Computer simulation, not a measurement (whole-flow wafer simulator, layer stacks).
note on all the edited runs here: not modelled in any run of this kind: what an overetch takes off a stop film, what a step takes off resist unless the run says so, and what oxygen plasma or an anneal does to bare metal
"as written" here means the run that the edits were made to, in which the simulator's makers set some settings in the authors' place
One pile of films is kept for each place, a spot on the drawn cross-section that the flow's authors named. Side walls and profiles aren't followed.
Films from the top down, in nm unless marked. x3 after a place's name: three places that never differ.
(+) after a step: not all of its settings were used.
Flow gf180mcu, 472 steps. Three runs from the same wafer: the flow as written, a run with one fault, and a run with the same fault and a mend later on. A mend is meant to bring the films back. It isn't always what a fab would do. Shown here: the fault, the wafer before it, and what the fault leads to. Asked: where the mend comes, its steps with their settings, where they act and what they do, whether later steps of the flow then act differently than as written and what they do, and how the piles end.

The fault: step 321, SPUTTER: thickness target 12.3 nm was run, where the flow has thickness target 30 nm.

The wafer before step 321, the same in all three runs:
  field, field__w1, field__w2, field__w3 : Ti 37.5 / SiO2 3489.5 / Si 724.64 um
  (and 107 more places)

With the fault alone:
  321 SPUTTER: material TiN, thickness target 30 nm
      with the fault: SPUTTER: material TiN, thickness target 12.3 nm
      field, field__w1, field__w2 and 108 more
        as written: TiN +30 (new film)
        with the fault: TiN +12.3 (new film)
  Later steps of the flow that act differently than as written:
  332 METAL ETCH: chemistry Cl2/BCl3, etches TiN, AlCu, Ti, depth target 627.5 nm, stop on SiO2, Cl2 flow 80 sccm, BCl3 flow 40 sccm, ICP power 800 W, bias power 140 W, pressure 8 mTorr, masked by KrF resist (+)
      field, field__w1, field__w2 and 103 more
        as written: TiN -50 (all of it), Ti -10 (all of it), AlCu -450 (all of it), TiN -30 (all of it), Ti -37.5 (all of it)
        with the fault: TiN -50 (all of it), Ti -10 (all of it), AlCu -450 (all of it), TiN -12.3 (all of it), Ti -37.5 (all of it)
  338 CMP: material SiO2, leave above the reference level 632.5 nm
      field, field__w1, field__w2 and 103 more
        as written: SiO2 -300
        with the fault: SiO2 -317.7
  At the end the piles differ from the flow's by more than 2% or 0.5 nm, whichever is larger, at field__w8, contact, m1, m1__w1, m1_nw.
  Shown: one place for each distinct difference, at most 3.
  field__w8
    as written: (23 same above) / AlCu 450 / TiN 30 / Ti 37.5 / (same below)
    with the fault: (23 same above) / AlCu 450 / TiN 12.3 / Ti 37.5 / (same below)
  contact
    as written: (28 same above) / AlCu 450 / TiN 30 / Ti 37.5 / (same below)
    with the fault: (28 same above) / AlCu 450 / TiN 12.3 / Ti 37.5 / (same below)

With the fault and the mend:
  The mend comes after step 321.
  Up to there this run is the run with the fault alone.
  321a SPUTTER: material TiN, thickness target 17.7 nm (the flow's step 321 once more, with other settings)
      field, field__w1, field__w2 and 108 more
        TiN +17.7
  No later step of the flow acts differently than as written at any place that is followed.
  At the end the piles are the same as the flow's at every place that both follow.
